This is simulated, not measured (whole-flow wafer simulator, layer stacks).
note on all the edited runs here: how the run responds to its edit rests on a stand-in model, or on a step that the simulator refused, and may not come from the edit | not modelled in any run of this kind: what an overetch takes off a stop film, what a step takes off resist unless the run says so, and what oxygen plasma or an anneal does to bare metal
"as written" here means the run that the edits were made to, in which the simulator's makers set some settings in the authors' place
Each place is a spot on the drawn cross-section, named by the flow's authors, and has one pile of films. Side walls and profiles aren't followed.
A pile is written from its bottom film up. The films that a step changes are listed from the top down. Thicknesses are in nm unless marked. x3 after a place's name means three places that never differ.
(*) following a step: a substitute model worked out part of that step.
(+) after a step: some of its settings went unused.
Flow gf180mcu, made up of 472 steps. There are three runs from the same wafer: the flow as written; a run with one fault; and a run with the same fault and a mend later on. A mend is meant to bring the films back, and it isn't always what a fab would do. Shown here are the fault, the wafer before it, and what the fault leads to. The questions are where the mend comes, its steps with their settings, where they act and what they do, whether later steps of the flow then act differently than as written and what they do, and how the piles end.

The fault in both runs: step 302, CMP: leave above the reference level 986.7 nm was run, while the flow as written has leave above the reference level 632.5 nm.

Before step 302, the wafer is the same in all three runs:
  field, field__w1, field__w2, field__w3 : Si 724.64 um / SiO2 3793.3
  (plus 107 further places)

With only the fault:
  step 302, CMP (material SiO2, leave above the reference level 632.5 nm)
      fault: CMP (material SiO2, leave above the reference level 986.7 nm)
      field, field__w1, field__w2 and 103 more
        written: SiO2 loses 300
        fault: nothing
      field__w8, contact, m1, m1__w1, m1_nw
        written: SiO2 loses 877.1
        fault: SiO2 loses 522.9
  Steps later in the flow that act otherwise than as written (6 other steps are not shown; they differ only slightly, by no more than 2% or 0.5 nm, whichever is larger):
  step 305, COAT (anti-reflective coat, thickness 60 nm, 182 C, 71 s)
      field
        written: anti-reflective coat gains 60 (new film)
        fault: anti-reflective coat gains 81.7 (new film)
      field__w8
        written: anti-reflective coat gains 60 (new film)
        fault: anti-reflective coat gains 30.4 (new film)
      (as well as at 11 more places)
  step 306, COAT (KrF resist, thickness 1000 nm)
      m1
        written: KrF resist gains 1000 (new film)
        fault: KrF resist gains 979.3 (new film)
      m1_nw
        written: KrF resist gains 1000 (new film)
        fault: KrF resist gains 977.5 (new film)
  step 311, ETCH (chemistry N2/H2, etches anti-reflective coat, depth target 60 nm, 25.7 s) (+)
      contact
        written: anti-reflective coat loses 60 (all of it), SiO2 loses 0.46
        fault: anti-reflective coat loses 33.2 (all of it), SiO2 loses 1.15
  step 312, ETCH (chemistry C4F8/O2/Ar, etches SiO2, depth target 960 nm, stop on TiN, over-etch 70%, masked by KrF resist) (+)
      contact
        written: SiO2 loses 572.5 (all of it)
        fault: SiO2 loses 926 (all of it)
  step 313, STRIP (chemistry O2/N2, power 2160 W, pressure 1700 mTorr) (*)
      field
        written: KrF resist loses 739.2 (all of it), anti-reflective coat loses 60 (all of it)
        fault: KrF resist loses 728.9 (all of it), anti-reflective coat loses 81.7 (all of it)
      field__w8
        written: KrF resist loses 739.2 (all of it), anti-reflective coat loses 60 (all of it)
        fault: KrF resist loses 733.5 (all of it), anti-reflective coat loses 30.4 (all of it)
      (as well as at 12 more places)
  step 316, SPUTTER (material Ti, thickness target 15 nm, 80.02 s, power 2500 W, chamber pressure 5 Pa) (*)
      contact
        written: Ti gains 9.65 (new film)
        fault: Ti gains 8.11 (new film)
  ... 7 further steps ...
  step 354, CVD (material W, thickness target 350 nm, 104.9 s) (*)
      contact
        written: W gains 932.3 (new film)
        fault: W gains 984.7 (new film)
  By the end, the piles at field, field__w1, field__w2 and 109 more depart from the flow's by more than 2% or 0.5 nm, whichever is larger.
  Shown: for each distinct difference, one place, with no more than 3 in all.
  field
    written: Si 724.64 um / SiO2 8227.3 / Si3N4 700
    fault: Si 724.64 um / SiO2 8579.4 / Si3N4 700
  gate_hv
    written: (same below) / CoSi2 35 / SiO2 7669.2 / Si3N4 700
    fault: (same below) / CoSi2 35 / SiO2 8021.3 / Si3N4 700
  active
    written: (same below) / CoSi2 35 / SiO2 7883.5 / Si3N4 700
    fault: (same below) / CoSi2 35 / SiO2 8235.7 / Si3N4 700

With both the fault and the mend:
  After step 310 comes the mend.
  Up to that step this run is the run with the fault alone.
  step 310a, STRIP (chemistry O2/N2, power 2160 W, pressure 1700 mTorr) (*)
      iso_ptap_pw, iso_ntap_nw, iso_nw_fld and 33 more
        KrF resist loses 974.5 (all of it), anti-reflective coat loses 60 (all of it)
      field__w7, field__w11, field__w12 and 7 more
        KrF resist loses 975.1 (all of it), anti-reflective coat loses 60.2 (all of it)
      field_sub, field_sub__w1, field_sub__w3 and 7 more
        KrF resist loses 975 (all of it), anti-reflective coat loses 60.2 (all of it)
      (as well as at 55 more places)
  step 310b, CMP (material SiO2, leave above the reference level 632.5 nm) (the flow's step 302, run once more)
      field, field__w1, field__w2 and 103 more
        SiO2 loses 300
      field__w8, contact, m1, m1__w1, m1_nw
        SiO2 loses 354.2
  step 310c, HMDS (120 C, 60 s) (the flow's step 304, run once more)
      leaves every film unchanged at each place that is followed
  step 310d, COAT (anti-reflective coat, thickness 60 nm, 182 C, 71 s) (the flow's step 305, run once more)
      field, field__w1, field__w2 and 108 more
        anti-reflective coat gains 60 (new film)
  step 310e, COAT (KrF resist, thickness 1000 nm) (the flow's step 306, run once more)
      field, field__w1, field__w2 and 108 more
        KrF resist gains 1000 (new film)
  step 310f, SOFTBAKE (KrF resist) (the flow's step 307, run once more)
      leaves every film unchanged at each place that is followed
  step 310g, EXPOSE (photomask Via2) (the flow's step 308, run once more)
      leaves every film unchanged at each place that is followed
  step 310h, PEB (KrF resist, 135 C, 90 s) (the flow's step 309, run once more)
      field, field__w1, field__w2 and 108 more
        KrF resist loses 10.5
  step 310i, DEVELOP (KrF resist, thickness 1000 nm, 60 s) (the flow's step 310, run once more)
      field, field__w1, field__w2 and 107 more
        KrF resist loses 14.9
      contact
        KrF resist loses 989.5 (all of it)
  Later steps of the flow that are run all act as written at every place that is followed.
  At every place that both follow, the piles at the end match the flow's.
